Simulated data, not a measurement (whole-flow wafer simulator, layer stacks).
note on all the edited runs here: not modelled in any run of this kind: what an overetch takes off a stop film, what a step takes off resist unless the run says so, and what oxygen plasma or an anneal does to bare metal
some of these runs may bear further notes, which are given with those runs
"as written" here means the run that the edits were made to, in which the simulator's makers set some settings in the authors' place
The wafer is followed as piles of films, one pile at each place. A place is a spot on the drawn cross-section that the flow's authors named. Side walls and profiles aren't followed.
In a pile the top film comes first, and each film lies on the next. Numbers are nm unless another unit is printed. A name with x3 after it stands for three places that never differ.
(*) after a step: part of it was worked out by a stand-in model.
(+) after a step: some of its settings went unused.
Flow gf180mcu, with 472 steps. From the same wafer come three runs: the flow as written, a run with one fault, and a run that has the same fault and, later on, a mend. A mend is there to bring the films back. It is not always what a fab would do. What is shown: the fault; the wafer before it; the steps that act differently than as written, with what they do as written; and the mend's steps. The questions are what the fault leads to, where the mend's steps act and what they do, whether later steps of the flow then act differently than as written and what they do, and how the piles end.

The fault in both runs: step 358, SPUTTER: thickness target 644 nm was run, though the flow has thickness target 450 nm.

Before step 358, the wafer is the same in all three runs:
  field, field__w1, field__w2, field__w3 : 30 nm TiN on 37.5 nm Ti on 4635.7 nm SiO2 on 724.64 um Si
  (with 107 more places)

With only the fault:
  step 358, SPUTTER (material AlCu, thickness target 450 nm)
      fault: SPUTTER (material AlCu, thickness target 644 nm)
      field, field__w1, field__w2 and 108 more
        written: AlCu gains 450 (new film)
        fault: AlCu gains 644 (new film)
  Later steps of the flow acting differently than as written:
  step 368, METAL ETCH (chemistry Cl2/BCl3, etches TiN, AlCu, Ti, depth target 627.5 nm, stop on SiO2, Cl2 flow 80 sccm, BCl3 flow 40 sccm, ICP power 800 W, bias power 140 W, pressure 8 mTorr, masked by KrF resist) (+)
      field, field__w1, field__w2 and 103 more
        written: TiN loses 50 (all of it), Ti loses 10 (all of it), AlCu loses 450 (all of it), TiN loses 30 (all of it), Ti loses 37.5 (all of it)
        fault: TiN loses 50 (all of it), Ti loses 10 (all of it), AlCu loses 567.5
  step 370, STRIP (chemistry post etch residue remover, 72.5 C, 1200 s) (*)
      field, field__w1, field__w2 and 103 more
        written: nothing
        fault: AlCu loses 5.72
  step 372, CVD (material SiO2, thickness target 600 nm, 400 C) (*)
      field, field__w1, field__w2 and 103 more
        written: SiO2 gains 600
        fault: SiO2 gains 600 (new film)
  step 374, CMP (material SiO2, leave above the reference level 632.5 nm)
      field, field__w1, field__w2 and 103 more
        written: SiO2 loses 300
        fault: SiO2 loses 244.3
  The piles end different from the flow's at field, field__w1, field__w2 and 109 more by more than 2% or 0.5 nm, whichever is larger.
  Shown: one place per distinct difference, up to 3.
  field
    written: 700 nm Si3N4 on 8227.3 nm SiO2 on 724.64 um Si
    fault: 700 nm Si3N4 on 3647.3 nm SiO2 on 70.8 nm AlCu on 30 nm TiN on 37.5 nm Ti on 4635.7 nm SiO2 on 724.64 um Si
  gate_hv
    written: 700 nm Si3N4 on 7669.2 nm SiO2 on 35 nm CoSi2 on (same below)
    fault: 700 nm Si3N4 on 3647.3 nm SiO2 on 70.8 nm AlCu on 30 nm TiN on 37.5 nm Ti on 4077.6 nm SiO2 on 35 nm CoSi2 on (same below)
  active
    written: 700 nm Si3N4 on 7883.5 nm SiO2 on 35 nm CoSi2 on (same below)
    fault: 700 nm Si3N4 on 3647.3 nm SiO2 on 70.8 nm AlCu on 30 nm TiN on 37.5 nm Ti on 4291.9 nm SiO2 on 35 nm CoSi2 on (same below)

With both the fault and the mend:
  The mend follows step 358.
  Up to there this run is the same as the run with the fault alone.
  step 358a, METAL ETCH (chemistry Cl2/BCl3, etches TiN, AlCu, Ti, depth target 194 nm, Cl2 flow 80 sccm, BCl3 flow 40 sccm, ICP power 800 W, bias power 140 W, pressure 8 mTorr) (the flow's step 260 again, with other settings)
      field, field__w1, field__w2 and 108 more
        AlCu loses 194
  Later steps of the flow that are run all act as written at every place that is followed.
  The piles end the same as the flow's at every place that both follow.
